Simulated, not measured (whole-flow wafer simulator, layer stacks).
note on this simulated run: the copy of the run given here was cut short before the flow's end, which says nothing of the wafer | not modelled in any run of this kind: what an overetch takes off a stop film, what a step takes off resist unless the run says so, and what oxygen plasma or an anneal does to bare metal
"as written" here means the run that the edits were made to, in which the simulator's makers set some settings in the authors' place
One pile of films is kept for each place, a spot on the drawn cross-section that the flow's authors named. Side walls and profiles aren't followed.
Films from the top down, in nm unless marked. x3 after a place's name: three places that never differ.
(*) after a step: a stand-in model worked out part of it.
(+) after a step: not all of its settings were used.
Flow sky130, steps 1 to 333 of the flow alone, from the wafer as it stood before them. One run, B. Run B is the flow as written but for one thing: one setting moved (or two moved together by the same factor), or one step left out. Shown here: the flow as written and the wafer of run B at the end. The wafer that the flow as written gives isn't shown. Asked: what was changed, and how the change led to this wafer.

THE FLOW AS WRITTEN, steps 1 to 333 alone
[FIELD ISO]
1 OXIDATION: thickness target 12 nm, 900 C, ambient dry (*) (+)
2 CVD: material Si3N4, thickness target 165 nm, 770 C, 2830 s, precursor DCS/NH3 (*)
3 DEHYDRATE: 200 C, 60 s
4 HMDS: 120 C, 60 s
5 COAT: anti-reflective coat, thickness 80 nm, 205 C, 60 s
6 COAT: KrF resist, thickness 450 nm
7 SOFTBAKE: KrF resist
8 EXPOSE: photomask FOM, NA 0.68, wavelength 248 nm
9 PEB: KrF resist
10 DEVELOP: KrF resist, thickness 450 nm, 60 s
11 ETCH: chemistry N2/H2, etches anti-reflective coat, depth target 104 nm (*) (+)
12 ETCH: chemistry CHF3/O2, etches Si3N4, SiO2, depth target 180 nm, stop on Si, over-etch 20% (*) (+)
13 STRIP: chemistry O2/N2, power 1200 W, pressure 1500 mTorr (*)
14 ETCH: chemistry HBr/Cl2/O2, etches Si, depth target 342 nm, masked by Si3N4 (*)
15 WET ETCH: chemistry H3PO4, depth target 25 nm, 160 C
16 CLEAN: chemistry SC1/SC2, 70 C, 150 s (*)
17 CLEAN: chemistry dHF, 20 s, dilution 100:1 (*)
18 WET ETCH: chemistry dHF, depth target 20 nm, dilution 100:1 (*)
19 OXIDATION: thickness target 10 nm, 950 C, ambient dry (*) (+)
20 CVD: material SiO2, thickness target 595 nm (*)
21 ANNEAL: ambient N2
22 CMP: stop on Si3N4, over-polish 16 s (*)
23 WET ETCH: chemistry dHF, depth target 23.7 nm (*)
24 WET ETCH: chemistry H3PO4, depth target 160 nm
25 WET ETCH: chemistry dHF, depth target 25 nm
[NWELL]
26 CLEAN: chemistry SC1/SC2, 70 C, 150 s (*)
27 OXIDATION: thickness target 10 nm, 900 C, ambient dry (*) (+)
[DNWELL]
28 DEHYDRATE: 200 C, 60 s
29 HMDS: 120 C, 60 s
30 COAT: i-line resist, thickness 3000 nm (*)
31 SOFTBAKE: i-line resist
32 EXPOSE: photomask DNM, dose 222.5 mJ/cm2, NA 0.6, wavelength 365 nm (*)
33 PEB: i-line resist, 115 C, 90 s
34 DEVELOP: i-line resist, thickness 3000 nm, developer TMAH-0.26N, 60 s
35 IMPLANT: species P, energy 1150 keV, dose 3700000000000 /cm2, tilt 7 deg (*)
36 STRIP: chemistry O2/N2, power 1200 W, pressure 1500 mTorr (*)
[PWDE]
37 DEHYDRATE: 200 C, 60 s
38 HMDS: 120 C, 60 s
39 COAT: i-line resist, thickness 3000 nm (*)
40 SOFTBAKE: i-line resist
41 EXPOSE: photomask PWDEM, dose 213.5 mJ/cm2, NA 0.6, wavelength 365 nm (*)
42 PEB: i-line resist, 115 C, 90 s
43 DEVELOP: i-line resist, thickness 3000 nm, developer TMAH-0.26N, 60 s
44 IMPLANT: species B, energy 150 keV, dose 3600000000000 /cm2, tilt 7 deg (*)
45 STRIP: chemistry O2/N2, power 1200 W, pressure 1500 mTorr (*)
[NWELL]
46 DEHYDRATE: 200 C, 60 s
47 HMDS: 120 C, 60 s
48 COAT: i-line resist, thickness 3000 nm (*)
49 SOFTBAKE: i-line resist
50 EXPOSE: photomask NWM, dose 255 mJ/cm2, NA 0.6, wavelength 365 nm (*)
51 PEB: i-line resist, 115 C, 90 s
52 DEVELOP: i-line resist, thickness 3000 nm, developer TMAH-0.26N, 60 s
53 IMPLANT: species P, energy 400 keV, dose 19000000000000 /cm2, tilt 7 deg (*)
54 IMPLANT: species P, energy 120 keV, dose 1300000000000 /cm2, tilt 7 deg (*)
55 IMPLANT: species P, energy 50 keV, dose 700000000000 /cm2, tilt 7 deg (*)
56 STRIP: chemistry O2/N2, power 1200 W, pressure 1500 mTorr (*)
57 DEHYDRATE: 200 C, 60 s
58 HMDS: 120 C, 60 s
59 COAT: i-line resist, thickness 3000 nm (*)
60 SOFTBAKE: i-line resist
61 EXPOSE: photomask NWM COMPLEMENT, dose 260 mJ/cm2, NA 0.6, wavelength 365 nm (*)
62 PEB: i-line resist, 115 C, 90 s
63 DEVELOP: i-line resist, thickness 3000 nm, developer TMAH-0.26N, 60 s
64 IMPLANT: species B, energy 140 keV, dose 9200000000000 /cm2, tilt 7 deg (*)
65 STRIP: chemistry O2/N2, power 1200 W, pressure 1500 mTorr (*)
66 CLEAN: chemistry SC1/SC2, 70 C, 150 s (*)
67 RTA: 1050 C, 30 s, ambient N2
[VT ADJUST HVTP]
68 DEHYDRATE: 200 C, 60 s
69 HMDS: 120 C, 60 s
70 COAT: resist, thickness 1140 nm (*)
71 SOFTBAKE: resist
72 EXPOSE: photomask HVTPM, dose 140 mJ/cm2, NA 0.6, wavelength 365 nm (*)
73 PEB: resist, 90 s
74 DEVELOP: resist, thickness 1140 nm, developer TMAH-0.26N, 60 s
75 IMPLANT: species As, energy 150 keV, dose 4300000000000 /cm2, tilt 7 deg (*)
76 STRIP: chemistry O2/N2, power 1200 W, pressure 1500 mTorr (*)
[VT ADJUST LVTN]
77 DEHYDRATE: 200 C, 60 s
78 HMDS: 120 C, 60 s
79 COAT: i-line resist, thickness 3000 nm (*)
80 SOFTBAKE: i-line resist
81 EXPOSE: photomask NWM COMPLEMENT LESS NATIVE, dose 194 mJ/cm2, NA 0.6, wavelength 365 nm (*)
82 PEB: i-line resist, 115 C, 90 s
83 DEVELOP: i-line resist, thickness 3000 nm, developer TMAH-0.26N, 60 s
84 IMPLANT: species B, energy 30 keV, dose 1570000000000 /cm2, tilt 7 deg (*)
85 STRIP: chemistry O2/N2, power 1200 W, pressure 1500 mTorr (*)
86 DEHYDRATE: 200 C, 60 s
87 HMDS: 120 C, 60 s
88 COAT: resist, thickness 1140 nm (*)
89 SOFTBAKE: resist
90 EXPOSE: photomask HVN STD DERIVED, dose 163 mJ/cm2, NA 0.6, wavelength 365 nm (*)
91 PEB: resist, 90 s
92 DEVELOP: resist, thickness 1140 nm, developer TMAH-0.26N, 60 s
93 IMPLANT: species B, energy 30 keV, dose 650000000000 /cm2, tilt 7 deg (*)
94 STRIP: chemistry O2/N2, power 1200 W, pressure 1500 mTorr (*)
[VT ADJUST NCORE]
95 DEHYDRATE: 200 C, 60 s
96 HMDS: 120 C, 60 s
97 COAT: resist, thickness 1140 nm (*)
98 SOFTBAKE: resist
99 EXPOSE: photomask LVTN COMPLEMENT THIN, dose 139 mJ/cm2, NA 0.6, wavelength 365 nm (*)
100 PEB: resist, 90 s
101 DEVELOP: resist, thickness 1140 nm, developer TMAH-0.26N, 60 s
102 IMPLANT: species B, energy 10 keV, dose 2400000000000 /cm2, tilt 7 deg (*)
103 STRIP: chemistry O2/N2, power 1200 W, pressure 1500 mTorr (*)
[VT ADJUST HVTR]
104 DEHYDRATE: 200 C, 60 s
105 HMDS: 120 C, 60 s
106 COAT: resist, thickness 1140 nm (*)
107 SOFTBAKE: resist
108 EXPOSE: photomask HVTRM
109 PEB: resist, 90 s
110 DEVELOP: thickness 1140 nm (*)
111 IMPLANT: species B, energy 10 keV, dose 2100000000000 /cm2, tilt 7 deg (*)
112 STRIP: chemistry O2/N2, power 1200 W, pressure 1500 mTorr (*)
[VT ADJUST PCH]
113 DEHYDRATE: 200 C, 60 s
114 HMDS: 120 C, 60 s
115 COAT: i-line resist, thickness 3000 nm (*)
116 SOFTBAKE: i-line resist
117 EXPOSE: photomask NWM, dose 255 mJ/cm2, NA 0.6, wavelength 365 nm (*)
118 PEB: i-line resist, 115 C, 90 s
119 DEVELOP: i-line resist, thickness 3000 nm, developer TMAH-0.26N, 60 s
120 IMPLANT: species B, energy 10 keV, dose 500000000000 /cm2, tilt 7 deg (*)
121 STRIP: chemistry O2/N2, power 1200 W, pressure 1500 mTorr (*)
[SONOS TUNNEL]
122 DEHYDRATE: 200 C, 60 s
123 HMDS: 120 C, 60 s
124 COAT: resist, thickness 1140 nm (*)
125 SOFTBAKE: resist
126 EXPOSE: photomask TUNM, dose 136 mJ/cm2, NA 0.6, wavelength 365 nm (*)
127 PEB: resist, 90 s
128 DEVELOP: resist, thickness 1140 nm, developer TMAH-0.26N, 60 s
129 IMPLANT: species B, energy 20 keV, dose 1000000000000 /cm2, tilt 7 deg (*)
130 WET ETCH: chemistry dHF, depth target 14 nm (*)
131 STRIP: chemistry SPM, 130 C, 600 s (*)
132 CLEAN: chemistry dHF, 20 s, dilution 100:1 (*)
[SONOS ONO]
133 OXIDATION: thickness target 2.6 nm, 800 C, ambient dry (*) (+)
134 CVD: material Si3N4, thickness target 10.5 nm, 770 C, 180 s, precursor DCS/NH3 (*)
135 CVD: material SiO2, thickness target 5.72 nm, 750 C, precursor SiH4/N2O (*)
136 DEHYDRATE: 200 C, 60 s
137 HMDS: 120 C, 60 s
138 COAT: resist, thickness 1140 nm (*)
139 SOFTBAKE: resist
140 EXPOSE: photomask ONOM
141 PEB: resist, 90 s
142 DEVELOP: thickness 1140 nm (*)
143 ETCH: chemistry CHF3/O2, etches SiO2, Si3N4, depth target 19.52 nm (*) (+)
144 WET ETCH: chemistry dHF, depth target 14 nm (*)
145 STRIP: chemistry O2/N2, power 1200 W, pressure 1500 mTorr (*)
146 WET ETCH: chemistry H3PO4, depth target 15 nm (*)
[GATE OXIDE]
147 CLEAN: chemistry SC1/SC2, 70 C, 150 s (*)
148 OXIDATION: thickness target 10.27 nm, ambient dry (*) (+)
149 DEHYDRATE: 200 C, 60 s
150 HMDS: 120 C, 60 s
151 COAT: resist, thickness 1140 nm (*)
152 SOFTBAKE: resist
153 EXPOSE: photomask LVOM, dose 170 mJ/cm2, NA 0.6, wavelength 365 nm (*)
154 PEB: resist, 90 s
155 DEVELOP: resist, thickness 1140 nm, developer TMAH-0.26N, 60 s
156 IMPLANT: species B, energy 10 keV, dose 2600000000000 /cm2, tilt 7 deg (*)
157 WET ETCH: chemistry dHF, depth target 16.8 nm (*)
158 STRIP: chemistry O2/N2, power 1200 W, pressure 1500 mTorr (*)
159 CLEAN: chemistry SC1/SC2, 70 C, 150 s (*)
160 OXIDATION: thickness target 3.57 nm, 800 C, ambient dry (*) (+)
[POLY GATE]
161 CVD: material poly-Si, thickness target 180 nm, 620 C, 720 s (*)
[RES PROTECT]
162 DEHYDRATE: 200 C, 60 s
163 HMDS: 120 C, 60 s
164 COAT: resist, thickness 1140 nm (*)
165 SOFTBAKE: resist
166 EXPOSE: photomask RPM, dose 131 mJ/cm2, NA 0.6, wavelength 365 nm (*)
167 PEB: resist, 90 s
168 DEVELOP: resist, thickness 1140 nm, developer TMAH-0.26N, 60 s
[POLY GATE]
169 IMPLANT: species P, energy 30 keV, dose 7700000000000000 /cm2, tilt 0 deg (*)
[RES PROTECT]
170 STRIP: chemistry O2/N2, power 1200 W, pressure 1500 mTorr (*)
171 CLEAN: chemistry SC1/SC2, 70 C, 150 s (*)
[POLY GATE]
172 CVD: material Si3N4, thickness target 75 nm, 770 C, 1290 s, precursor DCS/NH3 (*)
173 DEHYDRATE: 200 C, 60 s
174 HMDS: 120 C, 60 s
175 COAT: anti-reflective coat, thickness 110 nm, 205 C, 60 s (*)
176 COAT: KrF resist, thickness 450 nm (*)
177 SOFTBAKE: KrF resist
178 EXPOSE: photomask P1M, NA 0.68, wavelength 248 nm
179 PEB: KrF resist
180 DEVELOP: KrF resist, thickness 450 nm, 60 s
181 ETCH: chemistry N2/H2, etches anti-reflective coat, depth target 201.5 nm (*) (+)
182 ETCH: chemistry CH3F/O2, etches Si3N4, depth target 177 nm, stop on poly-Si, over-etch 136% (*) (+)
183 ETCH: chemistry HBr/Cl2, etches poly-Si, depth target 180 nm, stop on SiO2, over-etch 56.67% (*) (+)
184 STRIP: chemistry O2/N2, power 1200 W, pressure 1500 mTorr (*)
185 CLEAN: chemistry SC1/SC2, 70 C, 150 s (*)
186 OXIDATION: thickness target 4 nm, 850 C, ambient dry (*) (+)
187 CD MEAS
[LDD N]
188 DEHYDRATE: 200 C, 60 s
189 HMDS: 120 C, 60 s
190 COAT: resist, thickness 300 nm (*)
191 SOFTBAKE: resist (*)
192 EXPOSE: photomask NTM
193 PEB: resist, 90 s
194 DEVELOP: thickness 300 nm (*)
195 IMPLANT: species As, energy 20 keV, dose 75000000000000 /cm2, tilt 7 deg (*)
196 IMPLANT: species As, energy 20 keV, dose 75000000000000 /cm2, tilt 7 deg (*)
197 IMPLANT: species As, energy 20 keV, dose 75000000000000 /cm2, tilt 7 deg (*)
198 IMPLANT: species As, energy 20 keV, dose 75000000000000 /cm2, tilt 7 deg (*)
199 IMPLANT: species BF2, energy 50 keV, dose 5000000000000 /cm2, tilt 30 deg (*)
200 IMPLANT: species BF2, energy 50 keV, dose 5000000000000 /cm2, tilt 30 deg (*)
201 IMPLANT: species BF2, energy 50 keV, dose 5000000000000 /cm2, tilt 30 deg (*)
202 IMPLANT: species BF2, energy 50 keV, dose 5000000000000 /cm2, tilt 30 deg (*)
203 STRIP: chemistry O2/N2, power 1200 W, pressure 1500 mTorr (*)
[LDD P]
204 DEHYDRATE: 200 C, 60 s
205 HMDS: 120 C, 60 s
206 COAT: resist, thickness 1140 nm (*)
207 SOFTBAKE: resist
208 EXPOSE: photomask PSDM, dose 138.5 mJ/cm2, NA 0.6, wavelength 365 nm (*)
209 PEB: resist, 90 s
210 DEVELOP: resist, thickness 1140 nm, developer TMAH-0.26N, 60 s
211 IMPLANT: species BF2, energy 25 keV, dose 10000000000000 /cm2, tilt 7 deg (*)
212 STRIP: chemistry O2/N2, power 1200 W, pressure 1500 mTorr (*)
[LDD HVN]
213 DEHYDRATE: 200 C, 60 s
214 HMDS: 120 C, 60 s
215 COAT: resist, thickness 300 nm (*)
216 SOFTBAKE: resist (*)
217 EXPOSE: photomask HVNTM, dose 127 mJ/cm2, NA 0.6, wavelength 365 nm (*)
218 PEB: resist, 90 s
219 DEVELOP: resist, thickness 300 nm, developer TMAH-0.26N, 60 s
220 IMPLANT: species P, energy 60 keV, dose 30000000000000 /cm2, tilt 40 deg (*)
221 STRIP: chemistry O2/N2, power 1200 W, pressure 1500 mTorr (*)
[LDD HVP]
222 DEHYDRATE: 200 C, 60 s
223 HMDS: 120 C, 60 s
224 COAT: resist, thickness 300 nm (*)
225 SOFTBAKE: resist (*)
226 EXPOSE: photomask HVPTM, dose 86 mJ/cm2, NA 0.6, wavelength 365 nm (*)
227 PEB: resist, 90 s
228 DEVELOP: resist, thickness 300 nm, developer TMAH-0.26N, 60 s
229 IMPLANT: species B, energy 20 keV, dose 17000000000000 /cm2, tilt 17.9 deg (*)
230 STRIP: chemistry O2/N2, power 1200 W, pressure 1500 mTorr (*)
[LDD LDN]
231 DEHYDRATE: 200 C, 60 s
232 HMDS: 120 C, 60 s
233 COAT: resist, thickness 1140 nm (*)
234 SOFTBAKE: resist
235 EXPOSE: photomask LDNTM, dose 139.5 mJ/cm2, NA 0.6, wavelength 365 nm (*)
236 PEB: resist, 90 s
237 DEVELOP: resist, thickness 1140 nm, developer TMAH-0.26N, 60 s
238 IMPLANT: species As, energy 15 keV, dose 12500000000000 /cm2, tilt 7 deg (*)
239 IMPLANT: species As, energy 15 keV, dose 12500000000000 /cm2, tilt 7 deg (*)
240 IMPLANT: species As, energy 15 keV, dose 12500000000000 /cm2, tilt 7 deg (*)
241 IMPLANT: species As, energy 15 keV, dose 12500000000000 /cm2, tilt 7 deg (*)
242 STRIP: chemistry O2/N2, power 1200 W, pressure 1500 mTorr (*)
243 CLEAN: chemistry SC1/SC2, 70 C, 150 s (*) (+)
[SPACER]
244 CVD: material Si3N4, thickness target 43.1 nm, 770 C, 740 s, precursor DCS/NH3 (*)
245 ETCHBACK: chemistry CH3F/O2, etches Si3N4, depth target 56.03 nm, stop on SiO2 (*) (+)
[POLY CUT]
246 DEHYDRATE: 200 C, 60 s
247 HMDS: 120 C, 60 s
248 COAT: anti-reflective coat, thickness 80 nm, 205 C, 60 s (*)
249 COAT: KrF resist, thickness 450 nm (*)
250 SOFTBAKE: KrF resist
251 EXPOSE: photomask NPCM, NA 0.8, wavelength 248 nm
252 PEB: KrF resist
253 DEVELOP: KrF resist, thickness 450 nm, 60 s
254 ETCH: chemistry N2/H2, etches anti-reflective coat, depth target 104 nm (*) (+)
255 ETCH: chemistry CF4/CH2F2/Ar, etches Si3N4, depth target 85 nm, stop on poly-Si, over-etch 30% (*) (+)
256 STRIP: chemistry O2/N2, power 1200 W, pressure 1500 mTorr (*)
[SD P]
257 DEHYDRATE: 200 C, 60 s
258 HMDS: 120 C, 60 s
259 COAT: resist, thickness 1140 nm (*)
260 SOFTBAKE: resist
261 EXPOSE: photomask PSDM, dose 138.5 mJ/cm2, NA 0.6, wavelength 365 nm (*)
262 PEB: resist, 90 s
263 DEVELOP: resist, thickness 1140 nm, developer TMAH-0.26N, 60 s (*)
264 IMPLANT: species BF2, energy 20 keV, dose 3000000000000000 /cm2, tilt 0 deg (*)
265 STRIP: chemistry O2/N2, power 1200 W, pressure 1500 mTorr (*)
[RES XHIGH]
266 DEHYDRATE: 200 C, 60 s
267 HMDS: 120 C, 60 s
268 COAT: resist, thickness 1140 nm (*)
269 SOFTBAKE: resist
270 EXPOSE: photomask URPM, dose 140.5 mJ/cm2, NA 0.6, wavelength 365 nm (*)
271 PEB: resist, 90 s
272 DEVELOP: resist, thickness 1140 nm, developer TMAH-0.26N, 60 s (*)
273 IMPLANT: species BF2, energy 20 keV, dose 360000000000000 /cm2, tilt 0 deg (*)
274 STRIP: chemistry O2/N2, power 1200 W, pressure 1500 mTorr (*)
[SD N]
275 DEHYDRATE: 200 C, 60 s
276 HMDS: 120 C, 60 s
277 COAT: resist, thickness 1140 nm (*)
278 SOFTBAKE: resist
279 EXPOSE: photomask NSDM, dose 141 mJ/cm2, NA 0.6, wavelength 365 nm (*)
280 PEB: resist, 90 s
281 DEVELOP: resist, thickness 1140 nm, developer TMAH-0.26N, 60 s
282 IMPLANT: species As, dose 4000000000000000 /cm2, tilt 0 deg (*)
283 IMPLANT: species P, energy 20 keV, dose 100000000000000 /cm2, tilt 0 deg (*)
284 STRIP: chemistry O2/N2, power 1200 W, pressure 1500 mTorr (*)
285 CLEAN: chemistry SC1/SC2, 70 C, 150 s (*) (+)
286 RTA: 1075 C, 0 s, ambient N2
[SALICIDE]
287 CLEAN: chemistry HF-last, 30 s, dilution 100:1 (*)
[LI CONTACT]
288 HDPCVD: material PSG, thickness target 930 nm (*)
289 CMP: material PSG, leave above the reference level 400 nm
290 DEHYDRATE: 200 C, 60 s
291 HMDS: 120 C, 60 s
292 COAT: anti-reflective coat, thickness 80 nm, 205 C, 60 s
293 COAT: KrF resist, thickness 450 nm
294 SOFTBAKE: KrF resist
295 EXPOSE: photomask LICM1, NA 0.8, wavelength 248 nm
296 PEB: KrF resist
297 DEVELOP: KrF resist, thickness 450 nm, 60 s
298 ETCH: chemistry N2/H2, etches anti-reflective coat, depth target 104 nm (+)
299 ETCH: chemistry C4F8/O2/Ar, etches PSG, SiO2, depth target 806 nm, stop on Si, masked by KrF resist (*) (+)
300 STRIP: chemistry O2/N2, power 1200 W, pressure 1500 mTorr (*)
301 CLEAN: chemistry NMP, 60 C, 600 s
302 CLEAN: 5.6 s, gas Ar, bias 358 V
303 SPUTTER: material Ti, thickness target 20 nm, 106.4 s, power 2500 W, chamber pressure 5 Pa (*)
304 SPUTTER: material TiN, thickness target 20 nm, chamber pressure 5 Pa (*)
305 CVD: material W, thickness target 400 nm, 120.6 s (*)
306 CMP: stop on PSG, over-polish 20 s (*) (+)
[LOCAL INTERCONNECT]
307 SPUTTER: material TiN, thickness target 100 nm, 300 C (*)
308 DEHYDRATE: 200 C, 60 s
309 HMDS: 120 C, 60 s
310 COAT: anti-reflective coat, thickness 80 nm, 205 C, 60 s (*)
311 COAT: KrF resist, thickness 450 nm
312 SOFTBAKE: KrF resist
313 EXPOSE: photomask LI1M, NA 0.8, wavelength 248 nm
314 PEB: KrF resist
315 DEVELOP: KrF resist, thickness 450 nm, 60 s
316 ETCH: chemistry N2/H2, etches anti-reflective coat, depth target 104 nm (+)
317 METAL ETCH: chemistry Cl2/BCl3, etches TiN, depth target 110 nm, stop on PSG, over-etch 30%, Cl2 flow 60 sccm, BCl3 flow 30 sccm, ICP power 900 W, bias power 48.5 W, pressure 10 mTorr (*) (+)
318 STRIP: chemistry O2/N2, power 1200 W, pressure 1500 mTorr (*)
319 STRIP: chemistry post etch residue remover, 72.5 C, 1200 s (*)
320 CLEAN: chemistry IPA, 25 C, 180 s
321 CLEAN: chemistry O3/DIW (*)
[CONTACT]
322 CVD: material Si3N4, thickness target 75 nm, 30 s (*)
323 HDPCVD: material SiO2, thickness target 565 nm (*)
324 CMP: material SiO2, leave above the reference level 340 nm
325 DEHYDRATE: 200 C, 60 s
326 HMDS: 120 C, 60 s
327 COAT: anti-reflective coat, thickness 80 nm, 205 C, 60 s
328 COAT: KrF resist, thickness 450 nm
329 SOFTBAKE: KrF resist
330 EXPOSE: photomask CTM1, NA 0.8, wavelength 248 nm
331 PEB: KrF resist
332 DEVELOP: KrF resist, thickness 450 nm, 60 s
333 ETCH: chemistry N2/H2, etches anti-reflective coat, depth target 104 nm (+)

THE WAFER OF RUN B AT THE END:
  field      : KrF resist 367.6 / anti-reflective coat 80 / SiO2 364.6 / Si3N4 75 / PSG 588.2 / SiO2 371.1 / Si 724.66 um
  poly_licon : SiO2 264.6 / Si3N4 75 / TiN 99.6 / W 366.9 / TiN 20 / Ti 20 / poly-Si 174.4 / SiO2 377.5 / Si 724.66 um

The cause: step 333, ETCH: depth target 118 nm was run, where the flow has depth target 104 nm.

How the change led to this, step by step:
  333 ETCH: chemistry N2/H2, etches anti-reflective coat, depth target 104 nm (+)
      field, active, n_well and 184 more: KrF resist -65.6 (as written it would be: KrF resist -57.8)
